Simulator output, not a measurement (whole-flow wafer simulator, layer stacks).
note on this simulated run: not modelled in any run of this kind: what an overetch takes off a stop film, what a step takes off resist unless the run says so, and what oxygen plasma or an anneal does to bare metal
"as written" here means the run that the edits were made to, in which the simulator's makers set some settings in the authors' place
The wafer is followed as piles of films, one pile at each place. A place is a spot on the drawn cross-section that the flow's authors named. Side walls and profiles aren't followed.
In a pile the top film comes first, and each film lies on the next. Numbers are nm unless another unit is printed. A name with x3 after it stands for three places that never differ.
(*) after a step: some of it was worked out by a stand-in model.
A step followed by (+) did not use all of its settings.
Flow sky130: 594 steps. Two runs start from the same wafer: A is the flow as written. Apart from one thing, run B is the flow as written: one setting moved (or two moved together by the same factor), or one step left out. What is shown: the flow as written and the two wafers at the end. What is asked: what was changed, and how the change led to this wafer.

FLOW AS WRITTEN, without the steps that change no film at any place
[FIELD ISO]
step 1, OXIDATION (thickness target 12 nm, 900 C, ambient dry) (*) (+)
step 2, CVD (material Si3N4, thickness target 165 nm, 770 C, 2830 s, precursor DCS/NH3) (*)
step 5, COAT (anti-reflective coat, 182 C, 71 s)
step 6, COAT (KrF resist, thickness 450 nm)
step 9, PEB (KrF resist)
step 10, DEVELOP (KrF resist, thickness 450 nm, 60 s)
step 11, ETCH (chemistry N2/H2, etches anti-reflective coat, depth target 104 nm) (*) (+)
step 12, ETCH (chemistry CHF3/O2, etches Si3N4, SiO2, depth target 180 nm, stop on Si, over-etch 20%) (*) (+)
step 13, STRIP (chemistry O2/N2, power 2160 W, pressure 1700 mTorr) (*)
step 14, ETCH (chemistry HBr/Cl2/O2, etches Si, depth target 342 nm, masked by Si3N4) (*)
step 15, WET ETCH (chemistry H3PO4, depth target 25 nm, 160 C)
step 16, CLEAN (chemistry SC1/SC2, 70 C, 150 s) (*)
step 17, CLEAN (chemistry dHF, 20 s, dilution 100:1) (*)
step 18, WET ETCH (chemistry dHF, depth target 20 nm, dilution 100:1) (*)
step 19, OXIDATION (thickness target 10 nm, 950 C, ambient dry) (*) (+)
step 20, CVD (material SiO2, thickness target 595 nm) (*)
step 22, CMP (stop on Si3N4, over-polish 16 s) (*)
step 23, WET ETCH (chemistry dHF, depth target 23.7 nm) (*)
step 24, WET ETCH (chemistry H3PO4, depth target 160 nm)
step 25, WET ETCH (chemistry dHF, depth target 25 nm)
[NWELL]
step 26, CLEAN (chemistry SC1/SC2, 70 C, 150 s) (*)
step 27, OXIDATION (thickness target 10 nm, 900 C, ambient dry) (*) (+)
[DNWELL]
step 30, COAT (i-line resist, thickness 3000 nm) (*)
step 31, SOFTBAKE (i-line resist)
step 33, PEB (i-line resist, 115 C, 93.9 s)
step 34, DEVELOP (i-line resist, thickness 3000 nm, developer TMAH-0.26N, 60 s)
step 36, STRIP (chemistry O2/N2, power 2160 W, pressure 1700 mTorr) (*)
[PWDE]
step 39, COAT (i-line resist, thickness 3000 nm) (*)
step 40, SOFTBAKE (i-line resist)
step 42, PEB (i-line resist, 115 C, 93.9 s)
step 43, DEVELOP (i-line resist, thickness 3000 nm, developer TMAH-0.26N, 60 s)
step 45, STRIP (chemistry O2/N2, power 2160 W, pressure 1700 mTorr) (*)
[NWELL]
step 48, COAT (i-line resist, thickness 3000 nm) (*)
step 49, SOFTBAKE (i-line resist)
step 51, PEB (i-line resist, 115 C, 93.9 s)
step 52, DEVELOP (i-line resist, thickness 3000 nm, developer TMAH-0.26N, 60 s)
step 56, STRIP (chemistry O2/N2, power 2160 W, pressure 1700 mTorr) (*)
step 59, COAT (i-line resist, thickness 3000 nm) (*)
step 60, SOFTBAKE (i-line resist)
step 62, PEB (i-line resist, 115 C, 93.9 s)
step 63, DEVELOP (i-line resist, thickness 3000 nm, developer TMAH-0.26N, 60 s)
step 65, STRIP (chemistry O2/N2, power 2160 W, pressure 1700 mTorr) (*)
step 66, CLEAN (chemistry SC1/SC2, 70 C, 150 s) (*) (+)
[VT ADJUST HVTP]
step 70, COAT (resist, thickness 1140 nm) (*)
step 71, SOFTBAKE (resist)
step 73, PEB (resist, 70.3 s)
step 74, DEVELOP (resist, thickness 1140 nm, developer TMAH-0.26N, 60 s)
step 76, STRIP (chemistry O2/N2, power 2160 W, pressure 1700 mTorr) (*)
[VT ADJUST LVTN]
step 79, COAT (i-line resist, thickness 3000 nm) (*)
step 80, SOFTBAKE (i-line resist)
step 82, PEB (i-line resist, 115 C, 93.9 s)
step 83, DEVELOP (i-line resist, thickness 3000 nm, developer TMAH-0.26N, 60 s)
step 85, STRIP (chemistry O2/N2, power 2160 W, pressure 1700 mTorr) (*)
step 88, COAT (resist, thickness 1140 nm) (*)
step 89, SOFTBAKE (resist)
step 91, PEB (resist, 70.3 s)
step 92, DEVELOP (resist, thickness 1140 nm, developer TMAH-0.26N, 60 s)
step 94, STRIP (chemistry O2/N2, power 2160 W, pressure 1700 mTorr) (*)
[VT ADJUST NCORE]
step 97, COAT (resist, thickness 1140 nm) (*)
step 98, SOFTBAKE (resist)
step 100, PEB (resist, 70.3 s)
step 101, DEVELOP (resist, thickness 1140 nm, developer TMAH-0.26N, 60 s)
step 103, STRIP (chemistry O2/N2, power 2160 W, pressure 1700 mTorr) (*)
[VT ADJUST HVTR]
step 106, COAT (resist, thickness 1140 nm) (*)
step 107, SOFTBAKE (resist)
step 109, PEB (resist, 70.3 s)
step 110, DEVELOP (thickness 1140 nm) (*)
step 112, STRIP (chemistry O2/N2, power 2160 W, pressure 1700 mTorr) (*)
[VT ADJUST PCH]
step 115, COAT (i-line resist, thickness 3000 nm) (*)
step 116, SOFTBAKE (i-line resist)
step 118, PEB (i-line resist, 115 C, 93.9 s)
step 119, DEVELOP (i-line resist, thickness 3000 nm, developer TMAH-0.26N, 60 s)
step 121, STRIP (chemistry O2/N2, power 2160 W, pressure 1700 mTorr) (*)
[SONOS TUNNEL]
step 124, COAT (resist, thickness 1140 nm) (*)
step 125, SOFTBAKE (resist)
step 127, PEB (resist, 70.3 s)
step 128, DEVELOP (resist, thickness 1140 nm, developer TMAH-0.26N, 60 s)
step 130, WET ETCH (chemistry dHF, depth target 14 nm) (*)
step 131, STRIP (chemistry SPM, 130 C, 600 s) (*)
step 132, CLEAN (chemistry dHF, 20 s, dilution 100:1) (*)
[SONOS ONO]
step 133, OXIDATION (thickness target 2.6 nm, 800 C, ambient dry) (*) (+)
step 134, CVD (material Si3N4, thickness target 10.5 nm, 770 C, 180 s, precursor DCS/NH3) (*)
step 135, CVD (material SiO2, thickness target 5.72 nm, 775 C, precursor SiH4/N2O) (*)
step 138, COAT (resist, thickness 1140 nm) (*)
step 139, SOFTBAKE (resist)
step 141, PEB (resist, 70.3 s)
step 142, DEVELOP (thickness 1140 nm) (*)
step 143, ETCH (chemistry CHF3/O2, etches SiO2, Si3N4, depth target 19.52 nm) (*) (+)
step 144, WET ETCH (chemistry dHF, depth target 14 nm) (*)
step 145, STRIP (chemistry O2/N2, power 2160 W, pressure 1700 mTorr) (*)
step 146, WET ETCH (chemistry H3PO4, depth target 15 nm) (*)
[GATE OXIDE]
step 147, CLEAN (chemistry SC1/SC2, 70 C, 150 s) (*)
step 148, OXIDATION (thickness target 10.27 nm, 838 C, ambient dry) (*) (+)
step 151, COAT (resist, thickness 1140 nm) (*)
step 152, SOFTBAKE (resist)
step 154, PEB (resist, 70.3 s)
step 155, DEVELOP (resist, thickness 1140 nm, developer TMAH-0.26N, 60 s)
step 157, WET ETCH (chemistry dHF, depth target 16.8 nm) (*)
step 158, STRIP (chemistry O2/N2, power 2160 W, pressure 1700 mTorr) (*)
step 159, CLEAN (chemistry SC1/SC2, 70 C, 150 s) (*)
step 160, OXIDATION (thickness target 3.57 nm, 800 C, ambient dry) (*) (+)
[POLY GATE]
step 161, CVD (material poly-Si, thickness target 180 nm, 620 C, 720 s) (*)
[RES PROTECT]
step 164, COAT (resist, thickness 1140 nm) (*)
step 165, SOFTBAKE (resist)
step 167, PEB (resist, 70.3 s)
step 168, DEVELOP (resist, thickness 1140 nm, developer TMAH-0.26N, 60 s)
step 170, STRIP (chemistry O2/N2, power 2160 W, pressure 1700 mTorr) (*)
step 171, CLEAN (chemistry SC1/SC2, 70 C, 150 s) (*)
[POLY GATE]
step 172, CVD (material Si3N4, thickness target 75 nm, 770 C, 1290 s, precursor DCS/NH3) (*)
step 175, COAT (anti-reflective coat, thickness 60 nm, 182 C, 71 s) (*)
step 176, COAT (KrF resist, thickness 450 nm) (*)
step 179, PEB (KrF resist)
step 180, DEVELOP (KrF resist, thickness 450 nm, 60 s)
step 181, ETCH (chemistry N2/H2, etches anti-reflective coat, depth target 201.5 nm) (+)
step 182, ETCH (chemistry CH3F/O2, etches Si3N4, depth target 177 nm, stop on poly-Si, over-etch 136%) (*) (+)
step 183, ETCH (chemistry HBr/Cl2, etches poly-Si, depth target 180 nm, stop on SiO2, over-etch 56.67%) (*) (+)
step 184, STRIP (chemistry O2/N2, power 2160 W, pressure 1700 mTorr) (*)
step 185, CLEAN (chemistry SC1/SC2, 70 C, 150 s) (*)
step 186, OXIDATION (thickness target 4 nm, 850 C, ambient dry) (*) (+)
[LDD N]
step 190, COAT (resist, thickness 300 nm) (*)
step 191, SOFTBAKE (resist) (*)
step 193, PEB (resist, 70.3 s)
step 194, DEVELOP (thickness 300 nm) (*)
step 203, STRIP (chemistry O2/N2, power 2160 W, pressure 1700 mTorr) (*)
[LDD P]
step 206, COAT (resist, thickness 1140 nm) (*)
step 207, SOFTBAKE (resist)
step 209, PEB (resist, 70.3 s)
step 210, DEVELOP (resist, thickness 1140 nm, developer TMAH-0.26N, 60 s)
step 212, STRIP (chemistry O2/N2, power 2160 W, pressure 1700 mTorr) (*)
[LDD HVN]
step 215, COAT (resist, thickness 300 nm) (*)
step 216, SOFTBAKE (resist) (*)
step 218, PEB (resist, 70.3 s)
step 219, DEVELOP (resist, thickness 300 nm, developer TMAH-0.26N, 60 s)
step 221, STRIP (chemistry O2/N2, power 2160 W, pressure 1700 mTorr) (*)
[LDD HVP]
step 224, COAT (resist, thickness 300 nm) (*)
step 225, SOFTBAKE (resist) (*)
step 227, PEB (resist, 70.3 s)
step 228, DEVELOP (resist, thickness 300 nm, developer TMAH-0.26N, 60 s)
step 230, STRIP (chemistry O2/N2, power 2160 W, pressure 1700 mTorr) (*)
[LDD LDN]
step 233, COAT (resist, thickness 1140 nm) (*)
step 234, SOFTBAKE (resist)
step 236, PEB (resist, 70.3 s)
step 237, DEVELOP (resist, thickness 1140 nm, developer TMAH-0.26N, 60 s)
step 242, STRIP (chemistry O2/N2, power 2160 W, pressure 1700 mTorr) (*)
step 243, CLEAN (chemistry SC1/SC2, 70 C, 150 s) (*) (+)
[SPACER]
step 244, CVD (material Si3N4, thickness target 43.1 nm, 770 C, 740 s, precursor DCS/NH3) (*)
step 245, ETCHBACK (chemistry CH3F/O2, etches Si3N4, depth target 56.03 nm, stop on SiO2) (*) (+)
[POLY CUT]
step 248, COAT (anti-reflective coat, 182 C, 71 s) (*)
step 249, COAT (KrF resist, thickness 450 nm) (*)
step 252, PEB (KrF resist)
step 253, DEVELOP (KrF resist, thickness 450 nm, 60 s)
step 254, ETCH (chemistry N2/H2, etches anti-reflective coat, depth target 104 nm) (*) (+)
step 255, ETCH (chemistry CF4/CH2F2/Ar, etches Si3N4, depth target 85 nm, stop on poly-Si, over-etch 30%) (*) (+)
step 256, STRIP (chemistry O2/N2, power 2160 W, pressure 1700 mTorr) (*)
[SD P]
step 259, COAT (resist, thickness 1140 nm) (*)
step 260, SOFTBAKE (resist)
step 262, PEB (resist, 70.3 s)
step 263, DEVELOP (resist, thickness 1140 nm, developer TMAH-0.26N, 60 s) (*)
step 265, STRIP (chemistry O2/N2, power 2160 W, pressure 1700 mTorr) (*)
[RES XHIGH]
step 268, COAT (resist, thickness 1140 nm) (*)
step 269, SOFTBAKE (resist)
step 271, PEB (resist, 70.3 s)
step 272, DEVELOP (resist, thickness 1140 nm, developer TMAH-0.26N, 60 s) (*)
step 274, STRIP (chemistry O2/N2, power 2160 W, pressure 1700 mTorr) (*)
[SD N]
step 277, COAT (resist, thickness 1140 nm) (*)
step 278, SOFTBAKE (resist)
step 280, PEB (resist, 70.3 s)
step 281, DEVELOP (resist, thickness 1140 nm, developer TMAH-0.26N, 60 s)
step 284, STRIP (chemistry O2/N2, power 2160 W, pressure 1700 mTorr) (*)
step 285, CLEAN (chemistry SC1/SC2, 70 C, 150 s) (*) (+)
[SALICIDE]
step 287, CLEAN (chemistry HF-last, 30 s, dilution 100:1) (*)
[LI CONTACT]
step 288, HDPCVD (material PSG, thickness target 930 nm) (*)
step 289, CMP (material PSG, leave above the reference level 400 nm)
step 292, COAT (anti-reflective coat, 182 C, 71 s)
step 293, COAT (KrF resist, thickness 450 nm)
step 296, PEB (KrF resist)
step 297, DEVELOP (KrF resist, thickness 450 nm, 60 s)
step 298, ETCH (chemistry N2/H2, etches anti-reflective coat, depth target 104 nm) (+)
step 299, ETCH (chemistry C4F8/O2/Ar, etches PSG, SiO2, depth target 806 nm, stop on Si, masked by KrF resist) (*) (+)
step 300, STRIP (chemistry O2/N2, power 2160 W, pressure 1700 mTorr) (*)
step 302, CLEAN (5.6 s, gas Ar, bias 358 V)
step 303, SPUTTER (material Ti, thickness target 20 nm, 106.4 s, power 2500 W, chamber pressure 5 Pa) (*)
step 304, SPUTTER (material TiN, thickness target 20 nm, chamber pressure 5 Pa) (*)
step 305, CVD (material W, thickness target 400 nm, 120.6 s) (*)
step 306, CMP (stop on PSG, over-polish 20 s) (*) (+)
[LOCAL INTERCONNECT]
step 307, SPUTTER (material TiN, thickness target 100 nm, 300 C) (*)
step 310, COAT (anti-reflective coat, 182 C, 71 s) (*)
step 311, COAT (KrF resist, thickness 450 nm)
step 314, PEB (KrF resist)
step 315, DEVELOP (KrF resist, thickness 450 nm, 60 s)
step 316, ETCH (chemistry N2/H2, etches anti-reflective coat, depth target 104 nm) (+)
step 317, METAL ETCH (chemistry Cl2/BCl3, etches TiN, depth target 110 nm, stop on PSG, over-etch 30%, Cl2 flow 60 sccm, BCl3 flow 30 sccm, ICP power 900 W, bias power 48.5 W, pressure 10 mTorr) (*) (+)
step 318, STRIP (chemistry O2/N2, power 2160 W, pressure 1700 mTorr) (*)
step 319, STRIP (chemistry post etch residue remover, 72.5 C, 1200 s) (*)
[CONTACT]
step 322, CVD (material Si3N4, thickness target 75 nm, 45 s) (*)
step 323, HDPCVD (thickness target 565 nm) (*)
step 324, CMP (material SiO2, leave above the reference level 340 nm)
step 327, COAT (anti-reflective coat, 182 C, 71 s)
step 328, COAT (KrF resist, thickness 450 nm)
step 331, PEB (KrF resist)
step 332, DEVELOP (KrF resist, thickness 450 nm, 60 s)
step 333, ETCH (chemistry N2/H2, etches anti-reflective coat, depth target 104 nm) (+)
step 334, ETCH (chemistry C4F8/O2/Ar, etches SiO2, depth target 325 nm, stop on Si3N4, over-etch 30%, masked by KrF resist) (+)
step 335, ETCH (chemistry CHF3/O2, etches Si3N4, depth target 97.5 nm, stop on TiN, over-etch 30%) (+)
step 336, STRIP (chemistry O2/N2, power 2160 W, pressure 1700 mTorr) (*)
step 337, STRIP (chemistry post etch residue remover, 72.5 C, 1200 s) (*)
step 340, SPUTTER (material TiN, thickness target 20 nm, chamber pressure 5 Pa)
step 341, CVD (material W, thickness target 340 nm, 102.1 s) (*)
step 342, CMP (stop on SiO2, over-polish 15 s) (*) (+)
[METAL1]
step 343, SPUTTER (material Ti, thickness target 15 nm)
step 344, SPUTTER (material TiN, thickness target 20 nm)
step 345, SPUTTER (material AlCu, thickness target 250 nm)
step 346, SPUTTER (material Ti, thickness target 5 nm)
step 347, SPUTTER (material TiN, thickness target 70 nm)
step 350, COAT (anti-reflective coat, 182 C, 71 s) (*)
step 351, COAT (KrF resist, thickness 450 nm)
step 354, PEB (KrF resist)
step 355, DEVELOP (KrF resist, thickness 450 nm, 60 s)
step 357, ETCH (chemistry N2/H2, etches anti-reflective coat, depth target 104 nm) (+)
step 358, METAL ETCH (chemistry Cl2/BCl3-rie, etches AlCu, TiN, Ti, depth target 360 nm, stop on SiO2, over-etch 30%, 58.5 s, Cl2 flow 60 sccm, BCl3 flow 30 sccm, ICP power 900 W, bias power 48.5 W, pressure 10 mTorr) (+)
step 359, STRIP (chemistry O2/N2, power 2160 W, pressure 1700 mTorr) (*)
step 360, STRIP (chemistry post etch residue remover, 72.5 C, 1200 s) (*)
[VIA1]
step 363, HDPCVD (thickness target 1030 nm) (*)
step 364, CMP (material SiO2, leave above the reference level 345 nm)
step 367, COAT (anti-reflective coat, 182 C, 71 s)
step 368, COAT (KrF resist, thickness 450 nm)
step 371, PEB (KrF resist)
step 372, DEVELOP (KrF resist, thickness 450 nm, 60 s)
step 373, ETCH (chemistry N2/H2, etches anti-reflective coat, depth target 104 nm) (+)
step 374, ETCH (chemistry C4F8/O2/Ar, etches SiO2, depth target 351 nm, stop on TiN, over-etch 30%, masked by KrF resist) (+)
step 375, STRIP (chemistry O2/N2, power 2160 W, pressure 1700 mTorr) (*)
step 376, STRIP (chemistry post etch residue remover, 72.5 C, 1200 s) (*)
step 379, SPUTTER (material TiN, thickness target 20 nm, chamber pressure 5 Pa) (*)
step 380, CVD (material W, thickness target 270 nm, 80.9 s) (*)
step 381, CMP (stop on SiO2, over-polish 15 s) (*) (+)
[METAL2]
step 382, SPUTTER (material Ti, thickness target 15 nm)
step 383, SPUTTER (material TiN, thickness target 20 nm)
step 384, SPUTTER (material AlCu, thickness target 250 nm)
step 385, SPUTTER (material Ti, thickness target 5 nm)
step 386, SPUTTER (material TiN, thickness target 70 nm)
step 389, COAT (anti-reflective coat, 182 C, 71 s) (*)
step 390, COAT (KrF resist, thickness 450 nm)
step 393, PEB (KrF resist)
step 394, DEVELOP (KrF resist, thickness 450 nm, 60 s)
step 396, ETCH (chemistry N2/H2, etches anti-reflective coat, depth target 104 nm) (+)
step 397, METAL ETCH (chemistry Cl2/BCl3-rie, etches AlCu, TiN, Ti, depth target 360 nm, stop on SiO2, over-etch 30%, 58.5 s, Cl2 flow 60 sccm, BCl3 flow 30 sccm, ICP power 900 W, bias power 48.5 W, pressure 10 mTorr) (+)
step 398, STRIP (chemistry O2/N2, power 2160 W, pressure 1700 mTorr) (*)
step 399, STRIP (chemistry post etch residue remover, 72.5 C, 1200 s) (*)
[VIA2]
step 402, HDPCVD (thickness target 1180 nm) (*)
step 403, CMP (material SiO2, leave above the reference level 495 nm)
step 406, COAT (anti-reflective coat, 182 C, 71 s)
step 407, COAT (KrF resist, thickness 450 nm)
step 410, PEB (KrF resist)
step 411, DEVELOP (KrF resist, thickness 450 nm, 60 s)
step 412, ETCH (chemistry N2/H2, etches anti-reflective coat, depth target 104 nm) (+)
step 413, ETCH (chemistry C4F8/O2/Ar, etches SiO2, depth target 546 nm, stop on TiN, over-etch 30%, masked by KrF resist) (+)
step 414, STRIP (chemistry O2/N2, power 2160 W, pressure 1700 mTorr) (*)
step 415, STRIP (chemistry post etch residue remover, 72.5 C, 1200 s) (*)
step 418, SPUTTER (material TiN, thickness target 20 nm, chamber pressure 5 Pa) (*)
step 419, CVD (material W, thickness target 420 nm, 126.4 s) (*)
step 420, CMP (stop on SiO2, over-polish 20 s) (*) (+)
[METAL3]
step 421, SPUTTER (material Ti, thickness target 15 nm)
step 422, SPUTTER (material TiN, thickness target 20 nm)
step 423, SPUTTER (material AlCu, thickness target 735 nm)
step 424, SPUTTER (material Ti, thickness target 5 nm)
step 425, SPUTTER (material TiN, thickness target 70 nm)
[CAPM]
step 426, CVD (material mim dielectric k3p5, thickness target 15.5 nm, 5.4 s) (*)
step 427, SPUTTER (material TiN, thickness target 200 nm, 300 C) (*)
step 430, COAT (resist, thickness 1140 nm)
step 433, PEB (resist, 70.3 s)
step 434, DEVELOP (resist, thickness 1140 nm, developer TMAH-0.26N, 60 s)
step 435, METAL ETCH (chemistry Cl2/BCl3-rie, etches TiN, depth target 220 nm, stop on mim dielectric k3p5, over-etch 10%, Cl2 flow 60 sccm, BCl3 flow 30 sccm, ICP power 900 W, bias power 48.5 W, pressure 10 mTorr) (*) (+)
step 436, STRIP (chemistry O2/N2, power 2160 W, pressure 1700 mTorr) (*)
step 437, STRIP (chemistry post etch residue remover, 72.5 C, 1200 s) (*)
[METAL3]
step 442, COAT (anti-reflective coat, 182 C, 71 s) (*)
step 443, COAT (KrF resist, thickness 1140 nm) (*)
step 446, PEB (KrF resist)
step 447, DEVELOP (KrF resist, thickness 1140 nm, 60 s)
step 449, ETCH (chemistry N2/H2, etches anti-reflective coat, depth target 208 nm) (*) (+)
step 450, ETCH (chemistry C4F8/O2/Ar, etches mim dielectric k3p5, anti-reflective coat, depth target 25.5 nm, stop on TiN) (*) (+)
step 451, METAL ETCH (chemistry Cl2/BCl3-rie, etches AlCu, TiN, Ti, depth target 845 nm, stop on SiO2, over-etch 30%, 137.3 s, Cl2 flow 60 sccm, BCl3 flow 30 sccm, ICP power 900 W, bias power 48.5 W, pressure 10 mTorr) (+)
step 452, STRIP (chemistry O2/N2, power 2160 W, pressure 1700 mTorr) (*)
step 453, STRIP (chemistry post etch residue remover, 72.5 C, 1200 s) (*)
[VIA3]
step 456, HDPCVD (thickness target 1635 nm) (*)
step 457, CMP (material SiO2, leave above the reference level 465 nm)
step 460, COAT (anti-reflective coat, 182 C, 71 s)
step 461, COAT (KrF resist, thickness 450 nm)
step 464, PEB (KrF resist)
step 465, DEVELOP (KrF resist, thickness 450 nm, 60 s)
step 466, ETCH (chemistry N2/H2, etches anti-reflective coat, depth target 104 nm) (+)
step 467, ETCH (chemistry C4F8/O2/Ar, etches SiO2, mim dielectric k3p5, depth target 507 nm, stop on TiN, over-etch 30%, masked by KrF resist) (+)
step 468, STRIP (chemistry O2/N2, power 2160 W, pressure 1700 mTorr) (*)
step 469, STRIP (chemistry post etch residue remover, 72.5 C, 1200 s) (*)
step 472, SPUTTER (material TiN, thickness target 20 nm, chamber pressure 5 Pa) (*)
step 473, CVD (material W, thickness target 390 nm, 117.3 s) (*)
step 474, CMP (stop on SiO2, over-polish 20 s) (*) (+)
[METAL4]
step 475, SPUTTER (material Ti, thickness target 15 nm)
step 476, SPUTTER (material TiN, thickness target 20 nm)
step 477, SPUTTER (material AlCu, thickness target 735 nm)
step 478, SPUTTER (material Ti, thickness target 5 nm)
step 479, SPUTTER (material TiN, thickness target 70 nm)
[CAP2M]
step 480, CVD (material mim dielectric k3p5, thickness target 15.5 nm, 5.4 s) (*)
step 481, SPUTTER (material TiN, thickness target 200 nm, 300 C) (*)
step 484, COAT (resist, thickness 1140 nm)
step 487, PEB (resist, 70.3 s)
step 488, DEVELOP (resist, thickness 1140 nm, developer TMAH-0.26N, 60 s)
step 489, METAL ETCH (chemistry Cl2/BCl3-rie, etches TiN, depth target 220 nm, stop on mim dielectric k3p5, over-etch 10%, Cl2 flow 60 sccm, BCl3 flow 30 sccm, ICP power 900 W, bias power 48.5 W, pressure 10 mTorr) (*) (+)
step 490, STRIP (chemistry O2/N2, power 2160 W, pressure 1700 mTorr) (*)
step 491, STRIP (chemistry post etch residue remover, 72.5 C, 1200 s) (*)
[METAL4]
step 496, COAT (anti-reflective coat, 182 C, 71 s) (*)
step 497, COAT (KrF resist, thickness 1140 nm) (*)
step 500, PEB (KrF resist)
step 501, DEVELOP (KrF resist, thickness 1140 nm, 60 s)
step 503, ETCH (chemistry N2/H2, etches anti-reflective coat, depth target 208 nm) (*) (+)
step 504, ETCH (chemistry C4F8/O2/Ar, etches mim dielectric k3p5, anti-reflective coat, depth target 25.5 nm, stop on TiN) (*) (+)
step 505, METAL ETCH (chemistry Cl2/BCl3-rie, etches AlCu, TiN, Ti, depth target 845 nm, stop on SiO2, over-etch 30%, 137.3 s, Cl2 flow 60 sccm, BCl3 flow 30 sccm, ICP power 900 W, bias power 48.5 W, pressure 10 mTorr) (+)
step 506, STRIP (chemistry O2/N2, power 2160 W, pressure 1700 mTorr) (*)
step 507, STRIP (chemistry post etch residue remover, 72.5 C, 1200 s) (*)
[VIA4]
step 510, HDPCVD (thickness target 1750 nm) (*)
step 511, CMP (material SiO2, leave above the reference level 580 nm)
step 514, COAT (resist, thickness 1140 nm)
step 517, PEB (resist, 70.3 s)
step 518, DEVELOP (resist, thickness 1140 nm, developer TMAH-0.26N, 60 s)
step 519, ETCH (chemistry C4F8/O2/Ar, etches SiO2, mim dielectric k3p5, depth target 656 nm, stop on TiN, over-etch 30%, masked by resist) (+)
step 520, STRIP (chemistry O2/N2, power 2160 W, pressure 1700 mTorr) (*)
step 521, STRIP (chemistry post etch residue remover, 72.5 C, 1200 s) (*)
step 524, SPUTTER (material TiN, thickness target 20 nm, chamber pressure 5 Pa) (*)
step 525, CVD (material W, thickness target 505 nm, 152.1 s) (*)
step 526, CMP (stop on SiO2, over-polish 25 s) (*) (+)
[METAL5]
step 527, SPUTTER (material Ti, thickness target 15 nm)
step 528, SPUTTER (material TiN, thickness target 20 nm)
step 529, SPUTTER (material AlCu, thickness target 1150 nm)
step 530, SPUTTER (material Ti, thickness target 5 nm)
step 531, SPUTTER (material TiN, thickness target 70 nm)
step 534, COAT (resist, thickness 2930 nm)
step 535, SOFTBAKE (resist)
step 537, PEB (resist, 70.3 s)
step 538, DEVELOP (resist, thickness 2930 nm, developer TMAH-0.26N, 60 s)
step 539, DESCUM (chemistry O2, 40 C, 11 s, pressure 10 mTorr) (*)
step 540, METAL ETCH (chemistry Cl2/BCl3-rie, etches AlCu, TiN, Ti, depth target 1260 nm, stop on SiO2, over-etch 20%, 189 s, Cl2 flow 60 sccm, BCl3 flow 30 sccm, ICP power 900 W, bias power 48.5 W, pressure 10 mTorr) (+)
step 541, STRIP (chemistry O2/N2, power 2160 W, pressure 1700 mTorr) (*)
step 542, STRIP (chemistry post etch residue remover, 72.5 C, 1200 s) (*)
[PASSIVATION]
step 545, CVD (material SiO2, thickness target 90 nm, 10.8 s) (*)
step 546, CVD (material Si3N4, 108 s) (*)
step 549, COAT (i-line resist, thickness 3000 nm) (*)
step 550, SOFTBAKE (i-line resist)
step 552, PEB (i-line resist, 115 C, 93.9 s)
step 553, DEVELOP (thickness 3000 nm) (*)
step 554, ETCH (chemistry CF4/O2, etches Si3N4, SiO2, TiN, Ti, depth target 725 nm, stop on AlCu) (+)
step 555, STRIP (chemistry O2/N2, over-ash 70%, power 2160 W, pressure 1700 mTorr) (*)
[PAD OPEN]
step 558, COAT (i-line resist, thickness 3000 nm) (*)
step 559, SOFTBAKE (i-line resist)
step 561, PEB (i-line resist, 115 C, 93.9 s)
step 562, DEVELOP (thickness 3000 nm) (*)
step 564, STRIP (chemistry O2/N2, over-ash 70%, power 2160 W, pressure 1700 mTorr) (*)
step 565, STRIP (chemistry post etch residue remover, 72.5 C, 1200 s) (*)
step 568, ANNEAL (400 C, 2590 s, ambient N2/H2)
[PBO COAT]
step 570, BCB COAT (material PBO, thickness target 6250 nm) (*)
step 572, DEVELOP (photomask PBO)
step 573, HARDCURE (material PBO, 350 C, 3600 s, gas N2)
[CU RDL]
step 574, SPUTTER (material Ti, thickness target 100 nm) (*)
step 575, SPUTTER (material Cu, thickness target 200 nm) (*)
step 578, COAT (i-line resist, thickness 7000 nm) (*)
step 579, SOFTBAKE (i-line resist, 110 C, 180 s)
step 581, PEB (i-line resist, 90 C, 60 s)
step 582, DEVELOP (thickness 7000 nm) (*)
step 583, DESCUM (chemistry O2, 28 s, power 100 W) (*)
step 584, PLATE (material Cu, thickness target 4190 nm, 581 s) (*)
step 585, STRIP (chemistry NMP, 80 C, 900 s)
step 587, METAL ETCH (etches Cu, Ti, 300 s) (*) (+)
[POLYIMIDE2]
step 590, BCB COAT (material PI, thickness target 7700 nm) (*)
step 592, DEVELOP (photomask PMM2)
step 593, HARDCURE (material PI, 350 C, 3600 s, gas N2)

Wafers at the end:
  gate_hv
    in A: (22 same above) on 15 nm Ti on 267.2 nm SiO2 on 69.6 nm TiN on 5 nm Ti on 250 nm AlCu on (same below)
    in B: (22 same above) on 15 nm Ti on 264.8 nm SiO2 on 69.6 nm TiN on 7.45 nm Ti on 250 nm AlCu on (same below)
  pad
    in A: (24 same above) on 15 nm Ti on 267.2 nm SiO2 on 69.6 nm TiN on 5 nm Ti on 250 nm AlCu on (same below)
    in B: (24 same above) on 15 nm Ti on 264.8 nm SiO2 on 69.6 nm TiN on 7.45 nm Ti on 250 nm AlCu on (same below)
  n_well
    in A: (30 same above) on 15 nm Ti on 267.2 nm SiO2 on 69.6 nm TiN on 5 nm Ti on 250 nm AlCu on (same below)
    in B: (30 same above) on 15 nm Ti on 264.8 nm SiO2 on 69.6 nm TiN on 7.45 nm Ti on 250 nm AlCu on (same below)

The reason: step 346, SPUTTER: thickness target 7.45 nm was run, while the flow as written has thickness target 5 nm.
The wafer lets one read it off: gate_hv has Ti 7.45, and step 346 as written asks for 5 nm.

How this came from the change, step by step:
  step 346, SPUTTER (material Ti, thickness target 5 nm)
      field, active, n_well and 188 more: A +5 Ti (new film) | B +7.45 Ti (new film)
  step 358, METAL ETCH (chemistry Cl2/BCl3-rie, etches AlCu, TiN, Ti, depth target 360 nm, stop on SiO2, over-etch 30%, 58.5 s, Cl2 flow 60 sccm, BCl3 flow 30 sccm, ICP power 900 W, bias power 48.5 W, pressure 10 mTorr) (+)
      field, active, gate and 81 more: A -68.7 TiN (all of it), -5 Ti (all of it), -250 AlCu (all of it), -20 TiN (all of it), -15 Ti (all of it), -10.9 SiO2 | B -68.7 TiN (all of it), -7.45 Ti (all of it), -250 AlCu (all of it), -20 TiN (all of it), -15 Ti (all of it), -10.7 SiO2
